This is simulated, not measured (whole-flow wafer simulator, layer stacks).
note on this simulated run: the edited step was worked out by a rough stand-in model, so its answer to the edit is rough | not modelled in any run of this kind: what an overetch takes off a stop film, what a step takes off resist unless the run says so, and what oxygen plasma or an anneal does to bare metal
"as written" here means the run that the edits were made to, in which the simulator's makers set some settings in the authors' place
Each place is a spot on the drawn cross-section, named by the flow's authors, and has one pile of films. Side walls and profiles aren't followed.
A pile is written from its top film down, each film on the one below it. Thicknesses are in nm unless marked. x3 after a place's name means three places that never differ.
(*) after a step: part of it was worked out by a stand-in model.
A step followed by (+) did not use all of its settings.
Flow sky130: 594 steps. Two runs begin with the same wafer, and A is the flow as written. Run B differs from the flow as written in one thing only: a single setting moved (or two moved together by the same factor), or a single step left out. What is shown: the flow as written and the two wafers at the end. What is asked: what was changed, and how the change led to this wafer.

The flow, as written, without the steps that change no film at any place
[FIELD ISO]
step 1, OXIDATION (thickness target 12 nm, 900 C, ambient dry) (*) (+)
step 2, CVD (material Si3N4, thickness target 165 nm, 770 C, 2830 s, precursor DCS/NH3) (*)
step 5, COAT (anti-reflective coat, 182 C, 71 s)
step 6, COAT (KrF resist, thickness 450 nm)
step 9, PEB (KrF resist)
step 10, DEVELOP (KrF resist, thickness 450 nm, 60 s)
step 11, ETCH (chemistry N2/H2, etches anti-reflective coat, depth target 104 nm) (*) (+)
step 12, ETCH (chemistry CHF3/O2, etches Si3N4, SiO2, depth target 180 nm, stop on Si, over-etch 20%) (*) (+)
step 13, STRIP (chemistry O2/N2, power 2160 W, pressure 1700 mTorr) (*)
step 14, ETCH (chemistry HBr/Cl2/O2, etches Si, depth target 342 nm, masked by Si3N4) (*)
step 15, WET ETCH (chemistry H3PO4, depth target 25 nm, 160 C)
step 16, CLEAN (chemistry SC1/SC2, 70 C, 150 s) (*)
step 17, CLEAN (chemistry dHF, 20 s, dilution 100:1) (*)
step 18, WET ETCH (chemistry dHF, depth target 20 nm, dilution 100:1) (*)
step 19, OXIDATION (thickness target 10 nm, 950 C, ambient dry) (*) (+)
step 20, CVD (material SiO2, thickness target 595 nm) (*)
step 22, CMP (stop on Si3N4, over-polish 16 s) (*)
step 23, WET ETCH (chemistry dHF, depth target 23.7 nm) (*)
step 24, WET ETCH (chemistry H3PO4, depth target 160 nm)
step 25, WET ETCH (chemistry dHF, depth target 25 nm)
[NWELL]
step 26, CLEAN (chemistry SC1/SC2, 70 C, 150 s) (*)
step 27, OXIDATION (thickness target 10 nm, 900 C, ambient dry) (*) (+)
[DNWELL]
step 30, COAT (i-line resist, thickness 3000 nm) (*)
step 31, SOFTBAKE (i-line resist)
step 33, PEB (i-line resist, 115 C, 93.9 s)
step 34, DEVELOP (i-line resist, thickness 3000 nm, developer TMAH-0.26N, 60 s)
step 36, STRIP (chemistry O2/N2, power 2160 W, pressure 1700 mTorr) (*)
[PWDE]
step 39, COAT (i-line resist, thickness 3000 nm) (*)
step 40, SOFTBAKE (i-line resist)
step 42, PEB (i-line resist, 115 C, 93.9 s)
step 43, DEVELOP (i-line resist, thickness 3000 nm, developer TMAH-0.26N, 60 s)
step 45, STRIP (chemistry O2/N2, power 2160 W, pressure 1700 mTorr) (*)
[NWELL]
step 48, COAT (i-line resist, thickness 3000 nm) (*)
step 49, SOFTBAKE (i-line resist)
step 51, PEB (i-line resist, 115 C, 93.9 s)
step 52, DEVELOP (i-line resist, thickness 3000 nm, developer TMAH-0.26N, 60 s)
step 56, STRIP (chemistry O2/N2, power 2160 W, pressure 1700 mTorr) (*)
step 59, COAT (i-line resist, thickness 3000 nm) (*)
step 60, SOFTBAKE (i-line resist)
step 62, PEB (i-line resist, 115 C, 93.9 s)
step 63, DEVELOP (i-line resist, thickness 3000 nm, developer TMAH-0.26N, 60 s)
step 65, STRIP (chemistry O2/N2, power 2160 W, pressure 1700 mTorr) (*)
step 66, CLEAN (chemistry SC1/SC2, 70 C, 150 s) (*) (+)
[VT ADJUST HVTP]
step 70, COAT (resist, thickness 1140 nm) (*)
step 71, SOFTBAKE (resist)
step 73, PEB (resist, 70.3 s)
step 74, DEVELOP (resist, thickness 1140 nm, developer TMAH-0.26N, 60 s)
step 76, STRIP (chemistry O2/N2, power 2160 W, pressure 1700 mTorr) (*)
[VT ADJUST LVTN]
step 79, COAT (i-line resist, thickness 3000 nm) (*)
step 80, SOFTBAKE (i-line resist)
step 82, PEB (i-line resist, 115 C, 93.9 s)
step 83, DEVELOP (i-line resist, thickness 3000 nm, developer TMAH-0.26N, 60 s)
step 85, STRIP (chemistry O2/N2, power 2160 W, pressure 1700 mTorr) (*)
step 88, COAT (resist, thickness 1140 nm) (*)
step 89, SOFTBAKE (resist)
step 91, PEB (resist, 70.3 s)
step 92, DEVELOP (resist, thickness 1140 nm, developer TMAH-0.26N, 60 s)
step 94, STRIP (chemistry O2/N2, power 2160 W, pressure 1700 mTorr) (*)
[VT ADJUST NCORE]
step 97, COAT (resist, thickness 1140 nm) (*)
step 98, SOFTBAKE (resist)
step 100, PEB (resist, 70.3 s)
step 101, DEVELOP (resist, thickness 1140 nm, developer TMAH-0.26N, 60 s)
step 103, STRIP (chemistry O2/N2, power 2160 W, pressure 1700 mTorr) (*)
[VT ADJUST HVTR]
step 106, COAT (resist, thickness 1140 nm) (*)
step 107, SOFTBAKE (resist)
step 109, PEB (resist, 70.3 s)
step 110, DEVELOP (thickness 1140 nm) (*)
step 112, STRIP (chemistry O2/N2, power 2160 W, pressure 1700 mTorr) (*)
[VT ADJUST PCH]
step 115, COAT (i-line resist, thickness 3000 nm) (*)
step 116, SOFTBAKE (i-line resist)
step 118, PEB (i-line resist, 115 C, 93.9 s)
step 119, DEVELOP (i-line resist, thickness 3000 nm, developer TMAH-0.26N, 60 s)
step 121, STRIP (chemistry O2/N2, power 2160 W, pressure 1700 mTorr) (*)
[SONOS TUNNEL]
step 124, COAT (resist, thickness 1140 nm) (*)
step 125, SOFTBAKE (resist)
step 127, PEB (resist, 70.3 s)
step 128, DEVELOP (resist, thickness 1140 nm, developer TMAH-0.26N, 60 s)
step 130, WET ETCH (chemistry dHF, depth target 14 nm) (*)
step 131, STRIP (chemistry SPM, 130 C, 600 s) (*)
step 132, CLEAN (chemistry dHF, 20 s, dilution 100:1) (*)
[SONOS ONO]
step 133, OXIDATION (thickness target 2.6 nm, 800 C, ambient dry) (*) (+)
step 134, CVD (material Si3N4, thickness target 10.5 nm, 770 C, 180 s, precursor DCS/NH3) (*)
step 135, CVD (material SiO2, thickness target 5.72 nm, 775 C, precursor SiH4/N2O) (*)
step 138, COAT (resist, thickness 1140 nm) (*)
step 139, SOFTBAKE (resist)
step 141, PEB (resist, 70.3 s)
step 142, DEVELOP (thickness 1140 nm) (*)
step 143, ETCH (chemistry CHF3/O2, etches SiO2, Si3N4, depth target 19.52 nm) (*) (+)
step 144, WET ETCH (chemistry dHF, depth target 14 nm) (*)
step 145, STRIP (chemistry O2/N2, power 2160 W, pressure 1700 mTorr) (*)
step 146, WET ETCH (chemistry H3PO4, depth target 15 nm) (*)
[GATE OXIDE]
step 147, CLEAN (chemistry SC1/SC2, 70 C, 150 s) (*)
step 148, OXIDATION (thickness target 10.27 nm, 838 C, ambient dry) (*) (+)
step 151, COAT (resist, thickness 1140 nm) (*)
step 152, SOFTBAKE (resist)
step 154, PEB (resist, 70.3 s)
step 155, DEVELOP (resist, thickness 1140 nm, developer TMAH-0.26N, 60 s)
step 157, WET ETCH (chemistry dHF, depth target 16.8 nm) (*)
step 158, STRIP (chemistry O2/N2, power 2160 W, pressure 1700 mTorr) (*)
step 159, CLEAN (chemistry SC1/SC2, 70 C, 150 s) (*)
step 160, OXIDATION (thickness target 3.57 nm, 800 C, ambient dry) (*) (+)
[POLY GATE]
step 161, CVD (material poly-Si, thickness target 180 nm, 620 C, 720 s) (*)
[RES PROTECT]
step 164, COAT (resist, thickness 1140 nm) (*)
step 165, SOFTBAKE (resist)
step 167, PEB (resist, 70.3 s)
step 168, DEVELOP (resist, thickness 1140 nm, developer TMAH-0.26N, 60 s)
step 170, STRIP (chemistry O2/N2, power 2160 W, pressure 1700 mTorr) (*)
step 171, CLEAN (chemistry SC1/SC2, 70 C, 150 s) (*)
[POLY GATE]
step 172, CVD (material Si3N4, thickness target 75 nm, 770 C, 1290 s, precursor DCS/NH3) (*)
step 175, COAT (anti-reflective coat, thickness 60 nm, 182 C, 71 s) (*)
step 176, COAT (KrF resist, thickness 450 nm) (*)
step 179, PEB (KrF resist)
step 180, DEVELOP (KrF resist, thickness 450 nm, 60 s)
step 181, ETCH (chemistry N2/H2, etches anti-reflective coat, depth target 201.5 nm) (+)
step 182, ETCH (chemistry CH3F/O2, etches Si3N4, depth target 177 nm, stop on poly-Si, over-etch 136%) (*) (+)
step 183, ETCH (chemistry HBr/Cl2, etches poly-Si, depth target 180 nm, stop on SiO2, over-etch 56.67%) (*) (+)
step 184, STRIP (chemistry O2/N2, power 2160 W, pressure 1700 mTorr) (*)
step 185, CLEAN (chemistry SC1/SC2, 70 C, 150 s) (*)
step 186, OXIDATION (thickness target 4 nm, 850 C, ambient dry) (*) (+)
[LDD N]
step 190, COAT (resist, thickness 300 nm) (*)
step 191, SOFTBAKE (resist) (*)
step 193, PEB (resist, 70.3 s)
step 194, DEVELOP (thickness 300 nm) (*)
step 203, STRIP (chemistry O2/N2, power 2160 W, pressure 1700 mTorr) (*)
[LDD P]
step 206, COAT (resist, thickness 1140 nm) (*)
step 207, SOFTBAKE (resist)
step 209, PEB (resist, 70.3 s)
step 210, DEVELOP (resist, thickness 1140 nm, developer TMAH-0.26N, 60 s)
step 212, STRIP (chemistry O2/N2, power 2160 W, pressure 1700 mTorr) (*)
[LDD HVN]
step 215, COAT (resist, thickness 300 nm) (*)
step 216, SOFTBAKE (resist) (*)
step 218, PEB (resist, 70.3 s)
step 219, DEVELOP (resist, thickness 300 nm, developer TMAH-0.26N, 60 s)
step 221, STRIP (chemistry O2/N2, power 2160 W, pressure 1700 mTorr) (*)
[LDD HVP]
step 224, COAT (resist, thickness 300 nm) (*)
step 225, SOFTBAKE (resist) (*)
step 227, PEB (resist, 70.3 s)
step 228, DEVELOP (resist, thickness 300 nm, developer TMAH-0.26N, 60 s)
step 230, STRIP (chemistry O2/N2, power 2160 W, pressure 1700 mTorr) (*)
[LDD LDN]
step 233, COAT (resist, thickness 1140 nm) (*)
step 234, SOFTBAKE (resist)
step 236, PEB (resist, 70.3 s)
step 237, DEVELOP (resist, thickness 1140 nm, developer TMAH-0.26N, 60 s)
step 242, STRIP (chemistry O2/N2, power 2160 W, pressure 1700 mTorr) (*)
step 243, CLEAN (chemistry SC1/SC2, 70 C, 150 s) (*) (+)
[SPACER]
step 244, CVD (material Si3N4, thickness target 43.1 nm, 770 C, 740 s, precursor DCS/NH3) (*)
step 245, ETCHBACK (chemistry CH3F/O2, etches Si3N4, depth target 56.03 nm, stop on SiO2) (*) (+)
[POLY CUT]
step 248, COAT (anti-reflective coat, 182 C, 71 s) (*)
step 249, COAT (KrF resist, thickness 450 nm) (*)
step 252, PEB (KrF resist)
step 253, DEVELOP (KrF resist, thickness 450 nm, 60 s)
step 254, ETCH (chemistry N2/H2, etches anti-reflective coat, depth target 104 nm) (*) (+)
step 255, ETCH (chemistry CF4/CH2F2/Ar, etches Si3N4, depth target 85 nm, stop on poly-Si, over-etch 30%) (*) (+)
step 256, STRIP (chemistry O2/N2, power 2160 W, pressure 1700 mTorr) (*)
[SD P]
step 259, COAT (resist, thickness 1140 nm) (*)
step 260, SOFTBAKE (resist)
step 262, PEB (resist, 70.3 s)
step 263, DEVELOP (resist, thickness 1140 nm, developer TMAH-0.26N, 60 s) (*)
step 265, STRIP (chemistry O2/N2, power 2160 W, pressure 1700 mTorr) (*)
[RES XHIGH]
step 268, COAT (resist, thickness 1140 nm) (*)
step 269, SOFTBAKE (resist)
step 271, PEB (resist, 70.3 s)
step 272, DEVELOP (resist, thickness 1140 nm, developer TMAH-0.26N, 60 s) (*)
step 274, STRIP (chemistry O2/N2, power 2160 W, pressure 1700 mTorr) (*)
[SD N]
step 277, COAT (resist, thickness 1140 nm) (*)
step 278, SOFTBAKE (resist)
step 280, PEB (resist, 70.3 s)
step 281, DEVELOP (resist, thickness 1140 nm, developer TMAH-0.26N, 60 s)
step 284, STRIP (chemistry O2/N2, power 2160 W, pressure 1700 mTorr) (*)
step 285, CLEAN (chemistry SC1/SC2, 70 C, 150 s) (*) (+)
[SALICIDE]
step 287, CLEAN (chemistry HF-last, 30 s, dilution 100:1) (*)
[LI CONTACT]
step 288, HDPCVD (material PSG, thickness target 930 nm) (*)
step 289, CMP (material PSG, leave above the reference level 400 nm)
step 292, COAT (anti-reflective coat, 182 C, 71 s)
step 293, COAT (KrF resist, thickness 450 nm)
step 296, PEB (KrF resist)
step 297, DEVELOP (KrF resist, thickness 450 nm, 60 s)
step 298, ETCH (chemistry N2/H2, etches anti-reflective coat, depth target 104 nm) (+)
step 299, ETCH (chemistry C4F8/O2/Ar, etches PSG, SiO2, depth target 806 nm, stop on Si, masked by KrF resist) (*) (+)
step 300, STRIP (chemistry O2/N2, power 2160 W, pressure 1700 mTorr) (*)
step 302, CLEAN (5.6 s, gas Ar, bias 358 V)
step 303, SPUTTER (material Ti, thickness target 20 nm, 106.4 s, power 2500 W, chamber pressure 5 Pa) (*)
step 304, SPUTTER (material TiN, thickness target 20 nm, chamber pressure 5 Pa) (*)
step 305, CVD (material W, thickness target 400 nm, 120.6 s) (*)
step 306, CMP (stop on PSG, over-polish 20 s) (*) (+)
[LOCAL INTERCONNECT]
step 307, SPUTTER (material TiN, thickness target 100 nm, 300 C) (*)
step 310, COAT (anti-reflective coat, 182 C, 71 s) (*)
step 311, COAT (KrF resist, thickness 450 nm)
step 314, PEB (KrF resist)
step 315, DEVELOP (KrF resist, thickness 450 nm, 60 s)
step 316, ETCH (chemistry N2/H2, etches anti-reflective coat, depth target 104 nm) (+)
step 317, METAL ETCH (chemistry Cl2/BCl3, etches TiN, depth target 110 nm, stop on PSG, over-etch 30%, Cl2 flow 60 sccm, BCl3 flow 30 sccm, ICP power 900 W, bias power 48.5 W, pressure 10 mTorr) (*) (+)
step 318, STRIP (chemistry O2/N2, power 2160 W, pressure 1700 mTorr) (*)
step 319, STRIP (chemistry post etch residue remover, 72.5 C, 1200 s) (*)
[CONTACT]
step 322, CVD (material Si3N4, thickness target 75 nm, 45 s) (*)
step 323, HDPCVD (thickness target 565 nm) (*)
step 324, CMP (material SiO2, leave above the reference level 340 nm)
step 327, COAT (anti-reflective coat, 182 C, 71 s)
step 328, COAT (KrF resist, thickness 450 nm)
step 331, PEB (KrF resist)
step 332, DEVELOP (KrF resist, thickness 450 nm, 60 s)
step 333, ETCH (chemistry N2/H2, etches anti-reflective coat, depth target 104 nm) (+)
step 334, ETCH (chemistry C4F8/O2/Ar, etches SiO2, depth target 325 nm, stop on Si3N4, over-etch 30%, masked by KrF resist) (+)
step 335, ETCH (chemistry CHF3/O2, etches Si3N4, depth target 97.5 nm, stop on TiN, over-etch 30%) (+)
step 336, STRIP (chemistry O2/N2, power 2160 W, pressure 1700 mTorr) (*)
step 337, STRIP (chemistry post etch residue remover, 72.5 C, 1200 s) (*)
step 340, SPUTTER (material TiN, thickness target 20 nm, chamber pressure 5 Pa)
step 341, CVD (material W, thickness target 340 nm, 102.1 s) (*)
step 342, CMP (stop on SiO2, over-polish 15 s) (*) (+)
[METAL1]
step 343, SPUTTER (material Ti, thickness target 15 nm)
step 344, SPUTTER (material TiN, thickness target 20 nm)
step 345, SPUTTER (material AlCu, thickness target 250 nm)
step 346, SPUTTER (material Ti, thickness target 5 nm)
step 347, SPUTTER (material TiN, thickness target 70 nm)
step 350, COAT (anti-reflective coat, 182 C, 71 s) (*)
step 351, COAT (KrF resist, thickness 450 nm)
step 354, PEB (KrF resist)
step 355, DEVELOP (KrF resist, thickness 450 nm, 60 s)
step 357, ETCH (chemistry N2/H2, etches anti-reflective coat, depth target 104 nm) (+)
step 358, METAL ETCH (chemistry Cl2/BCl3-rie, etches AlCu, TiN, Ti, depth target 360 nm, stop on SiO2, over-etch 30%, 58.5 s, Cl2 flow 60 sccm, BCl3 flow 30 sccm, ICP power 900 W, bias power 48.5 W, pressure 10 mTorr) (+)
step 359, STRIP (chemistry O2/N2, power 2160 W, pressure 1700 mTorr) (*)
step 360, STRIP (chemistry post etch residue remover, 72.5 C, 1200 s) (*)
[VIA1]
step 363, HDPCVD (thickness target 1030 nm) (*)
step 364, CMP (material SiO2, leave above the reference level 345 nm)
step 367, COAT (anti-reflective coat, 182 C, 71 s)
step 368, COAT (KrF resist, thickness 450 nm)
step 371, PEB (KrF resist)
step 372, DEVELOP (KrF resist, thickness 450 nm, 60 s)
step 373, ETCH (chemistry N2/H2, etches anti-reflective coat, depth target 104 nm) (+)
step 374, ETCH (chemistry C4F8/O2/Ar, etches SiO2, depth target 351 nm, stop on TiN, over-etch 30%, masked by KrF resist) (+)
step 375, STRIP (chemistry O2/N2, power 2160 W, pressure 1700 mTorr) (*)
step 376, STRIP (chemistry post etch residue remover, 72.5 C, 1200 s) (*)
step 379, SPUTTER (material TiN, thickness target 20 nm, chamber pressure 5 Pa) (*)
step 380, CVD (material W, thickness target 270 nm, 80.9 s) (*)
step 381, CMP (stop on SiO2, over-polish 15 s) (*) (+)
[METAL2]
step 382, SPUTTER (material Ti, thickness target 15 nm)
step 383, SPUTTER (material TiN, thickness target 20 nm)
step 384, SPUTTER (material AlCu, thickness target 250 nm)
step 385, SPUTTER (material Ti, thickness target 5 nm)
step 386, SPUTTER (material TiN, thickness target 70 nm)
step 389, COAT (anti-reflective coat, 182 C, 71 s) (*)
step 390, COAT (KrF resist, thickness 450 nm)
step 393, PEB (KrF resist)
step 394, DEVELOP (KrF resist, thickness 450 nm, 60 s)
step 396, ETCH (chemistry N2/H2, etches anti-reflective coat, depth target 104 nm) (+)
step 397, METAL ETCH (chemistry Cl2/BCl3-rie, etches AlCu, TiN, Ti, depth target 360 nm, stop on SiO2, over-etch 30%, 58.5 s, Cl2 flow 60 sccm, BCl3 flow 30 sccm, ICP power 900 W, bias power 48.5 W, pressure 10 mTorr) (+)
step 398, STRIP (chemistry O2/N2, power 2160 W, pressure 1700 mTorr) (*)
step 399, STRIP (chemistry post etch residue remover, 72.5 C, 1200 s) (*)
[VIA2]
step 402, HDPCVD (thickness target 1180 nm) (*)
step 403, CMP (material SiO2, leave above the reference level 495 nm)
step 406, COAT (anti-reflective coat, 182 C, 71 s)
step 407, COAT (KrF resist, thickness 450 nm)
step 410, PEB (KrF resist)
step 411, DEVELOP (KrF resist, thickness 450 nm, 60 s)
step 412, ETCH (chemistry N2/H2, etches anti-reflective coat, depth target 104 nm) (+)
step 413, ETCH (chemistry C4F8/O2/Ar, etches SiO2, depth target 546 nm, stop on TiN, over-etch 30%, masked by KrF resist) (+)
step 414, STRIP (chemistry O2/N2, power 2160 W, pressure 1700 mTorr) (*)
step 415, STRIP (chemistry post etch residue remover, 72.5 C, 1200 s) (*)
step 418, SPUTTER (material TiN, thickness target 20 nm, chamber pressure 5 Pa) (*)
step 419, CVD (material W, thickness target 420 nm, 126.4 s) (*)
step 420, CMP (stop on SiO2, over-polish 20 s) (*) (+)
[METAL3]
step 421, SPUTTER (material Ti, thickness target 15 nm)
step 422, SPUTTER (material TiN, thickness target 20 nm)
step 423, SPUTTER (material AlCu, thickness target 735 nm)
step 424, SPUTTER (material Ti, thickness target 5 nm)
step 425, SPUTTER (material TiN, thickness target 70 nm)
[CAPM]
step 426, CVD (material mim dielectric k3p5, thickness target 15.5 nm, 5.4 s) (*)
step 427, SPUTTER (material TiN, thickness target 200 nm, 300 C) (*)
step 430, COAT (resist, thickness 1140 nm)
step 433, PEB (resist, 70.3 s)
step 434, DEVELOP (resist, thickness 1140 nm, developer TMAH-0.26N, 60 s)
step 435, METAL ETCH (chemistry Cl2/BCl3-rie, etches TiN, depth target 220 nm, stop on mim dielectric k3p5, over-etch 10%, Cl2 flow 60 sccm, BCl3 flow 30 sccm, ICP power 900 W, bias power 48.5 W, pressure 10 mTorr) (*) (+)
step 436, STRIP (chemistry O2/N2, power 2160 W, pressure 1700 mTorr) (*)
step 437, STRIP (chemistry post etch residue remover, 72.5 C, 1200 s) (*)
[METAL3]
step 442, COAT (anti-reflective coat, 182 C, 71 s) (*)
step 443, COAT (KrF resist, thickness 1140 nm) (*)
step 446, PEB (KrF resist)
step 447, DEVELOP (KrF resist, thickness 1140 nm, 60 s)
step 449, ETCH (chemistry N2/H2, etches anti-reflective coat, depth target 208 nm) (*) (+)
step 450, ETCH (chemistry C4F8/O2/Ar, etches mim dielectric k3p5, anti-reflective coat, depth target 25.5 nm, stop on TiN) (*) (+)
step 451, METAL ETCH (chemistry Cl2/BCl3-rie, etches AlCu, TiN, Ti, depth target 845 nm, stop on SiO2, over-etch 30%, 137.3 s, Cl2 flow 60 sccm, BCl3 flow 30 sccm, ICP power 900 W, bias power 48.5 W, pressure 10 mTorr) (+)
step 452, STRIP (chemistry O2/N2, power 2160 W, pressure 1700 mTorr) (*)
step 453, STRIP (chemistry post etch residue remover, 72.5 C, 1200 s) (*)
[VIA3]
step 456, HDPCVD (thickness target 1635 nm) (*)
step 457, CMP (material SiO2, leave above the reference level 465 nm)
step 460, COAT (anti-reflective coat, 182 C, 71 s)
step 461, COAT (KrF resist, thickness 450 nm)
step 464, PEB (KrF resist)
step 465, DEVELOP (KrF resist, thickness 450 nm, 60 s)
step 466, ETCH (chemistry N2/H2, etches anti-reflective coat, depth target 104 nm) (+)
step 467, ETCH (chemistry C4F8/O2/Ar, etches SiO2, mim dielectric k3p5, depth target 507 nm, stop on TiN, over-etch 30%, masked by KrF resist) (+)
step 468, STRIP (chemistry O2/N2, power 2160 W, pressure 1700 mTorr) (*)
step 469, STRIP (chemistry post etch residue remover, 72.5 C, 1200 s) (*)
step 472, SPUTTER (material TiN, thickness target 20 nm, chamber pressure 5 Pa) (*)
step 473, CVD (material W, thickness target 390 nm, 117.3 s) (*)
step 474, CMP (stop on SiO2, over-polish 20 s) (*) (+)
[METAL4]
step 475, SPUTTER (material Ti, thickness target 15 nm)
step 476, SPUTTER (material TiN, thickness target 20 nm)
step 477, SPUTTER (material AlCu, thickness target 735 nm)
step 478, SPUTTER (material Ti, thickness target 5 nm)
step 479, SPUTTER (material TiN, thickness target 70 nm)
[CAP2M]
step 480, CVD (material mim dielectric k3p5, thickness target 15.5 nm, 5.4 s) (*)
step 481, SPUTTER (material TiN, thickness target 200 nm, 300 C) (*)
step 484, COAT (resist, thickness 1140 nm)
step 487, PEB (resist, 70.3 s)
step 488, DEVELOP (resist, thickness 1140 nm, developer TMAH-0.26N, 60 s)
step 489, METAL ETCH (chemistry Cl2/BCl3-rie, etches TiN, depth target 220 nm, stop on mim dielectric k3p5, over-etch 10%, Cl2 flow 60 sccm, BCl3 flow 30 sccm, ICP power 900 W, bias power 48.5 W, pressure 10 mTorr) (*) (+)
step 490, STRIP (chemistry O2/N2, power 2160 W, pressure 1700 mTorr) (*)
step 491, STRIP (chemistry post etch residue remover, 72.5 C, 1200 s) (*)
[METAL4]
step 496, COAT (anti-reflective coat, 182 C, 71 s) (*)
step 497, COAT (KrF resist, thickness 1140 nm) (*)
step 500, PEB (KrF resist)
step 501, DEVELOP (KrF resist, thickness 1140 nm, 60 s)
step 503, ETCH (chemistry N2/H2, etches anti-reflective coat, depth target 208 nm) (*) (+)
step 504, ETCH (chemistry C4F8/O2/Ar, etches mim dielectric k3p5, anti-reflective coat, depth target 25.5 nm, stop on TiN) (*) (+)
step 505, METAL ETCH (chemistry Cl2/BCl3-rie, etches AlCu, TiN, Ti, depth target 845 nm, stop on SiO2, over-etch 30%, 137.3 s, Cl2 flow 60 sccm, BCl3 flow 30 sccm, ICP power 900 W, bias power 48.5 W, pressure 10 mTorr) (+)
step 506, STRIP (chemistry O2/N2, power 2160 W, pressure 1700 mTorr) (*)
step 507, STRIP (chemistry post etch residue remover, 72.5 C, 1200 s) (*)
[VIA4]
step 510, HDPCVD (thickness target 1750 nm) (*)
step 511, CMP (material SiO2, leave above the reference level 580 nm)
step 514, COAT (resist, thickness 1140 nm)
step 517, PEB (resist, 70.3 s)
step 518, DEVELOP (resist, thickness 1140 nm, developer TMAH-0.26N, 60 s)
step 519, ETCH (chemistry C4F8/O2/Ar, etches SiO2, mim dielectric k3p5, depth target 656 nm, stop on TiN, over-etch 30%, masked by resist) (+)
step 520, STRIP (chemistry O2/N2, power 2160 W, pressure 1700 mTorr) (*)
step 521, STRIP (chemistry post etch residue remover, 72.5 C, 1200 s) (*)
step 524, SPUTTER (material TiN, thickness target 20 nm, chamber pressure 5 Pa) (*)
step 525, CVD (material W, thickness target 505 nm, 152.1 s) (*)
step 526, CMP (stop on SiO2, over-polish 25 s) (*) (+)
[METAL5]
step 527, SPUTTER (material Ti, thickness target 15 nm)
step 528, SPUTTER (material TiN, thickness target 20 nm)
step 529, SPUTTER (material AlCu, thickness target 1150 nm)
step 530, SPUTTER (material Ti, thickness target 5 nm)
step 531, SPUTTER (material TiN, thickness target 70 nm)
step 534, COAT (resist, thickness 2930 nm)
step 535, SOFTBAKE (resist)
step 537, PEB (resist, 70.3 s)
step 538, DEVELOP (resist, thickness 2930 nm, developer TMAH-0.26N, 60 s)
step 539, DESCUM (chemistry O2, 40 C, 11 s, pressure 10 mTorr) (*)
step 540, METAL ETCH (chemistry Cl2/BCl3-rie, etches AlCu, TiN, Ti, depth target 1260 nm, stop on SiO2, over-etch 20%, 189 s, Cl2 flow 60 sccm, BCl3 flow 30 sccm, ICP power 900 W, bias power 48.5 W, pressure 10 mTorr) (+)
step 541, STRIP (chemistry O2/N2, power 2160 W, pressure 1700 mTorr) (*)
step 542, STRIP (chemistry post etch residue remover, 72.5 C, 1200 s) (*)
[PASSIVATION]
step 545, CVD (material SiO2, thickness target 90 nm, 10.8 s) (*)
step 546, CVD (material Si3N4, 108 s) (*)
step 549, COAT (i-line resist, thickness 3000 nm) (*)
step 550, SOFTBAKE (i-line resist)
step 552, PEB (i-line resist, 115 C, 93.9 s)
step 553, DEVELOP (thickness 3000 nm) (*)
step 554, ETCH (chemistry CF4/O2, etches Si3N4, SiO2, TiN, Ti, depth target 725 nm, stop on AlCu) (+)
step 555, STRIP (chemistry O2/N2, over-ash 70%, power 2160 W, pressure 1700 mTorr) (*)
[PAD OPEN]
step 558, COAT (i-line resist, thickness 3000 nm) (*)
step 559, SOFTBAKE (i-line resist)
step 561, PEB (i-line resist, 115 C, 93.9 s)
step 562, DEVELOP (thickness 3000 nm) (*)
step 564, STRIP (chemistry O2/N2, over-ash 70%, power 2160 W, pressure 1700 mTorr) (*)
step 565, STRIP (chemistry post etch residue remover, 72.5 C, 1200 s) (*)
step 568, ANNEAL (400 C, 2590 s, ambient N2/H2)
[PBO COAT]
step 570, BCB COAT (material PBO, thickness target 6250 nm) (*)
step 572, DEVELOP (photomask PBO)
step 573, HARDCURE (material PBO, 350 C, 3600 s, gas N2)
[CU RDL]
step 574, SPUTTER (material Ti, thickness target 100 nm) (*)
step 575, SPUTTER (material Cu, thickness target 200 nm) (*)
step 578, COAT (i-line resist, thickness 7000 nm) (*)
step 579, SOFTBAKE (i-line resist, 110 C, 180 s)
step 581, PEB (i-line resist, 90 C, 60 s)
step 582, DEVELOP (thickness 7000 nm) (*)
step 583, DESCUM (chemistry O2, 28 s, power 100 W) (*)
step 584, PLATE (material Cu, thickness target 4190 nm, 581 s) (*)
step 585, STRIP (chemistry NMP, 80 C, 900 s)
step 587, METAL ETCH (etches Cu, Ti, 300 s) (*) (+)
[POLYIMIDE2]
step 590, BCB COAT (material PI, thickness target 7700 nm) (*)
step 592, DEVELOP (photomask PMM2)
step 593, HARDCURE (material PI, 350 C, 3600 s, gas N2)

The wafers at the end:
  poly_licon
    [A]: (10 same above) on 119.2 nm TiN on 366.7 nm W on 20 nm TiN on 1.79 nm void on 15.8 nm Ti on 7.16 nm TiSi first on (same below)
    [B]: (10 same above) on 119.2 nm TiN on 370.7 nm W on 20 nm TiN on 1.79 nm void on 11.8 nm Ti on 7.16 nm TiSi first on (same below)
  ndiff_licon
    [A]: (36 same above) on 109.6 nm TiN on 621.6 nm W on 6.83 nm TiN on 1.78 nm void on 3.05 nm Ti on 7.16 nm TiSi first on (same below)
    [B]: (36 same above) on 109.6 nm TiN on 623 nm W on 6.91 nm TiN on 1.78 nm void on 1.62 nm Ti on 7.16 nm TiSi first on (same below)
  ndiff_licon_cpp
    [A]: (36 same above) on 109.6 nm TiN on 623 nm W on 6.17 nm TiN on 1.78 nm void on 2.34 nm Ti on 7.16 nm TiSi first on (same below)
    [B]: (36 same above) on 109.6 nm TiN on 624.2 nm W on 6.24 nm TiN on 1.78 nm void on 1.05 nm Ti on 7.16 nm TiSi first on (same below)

Cause: step 303, SPUTTER: 85.1 s was run, whereas the flow has 106.4 s.

The path from the change to this, step by step:
  step 303, SPUTTER (material Ti, thickness target 20 nm, 106.4 s, power 2500 W, chamber pressure 5 Pa) (*)
      field, active, n_well and 185 more: A Ti gains 20 (new film) | B Ti gains 16 (new film)
      ndiff_licon: A Ti gains 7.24 (new film) | B Ti gains 5.81 (new film)
      (also at 2 further places)
  step 306, CMP (stop on PSG, over-polish 20 s) (*) (+)
      field, active, n_well and 184 more: A W loses 400 (all of it), TiN loses 20 (all of it), Ti loses 20 (all of it), PSG loses 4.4 | B W loses 400 (all of it), TiN loses 20 (all of it), Ti loses 16 (all of it), PSG loses 4.4
      poly_licon: A W loses 33.3 | B W loses 29.3
